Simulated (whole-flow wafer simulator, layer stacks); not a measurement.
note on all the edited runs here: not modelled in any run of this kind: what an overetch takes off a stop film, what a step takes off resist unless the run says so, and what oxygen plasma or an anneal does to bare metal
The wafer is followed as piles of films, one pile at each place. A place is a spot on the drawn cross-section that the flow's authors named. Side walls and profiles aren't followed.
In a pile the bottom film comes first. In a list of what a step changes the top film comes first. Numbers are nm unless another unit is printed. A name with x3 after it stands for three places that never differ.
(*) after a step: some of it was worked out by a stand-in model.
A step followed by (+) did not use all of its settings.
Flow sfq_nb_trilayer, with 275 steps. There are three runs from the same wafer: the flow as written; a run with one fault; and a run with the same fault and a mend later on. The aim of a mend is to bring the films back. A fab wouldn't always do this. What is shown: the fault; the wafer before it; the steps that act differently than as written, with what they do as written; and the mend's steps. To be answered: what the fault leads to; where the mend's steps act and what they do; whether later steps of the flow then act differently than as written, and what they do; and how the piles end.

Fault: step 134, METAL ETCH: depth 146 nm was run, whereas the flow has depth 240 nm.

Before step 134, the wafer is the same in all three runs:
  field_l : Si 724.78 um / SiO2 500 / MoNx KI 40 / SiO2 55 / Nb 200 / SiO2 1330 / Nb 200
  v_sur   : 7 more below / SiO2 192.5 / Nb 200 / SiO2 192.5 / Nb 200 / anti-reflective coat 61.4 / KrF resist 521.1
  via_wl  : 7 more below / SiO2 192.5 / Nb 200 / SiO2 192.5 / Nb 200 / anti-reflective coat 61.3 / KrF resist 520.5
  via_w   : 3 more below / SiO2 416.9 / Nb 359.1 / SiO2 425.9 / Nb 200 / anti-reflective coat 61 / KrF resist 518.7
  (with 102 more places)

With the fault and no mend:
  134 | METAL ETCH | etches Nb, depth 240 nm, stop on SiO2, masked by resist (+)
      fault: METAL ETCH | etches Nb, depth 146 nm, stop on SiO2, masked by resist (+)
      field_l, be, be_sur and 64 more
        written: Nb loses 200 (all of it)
        fault: Nb loses 146
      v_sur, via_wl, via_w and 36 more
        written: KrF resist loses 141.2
        fault: KrF resist loses 85.9
  Steps further on in the flow that do not act as written (4 more steps, not shown, differ only slightly: by at most 2% or 0.5 nm, whichever is larger):
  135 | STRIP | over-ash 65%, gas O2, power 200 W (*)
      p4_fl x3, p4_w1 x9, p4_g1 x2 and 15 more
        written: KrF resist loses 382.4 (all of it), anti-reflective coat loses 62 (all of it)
        fault: KrF resist loses 437.7 (all of it), anti-reflective coat loses 62 (all of it)
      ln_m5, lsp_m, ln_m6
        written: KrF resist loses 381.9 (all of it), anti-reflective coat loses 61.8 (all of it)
        fault: KrF resist loses 437.2 (all of it), anti-reflective coat loses 61.8 (all of it)
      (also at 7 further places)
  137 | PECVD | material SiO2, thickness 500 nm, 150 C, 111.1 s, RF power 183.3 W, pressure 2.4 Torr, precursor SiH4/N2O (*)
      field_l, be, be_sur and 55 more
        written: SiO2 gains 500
        fault: SiO2 gains 500 (new film)
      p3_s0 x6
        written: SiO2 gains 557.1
        fault: SiO2 gains 503.1 (new film)
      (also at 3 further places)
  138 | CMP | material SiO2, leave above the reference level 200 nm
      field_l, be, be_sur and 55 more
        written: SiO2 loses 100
        fault: SiO2 loses 154
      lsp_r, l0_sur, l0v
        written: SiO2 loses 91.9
        fault: SiO2 loses 148.1
  The piles end different from the flow's at field_l, be, be_sur and 64 more by more than 2% or 0.5 nm, whichever is larger.
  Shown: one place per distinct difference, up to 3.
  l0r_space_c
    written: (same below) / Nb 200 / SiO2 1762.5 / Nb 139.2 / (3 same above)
    fault: (same below) / Nb 200 / SiO2 1370 / Nb 54 / SiO2 338.5 / Nb 139.2 / (3 same above)
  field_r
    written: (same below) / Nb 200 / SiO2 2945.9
    fault: (same below) / Nb 200 / SiO2 1370 / Nb 54 / SiO2 1521.9
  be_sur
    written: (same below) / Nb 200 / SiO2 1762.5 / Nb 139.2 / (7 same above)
    fault: (same below) / Nb 200 / SiO2 1370 / Nb 54 / SiO2 338.5 / Nb 139.2 / (7 same above)

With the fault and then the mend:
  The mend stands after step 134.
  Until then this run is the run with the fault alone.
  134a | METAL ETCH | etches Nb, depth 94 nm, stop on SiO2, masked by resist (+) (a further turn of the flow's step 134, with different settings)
      field_l, be, be_sur and 64 more
        Nb loses 54 (all of it)
      v_sur, via_wl, via_w and 36 more
        KrF resist loses 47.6
  Steps further on in the flow that do not act as written:
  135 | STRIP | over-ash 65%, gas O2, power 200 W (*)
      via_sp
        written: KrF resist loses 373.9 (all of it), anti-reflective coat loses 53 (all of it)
        mend: KrF resist loses 381.6 (all of it), anti-reflective coat loses 53 (all of it)
  At every place that both follow, the piles at the end match the flow's.
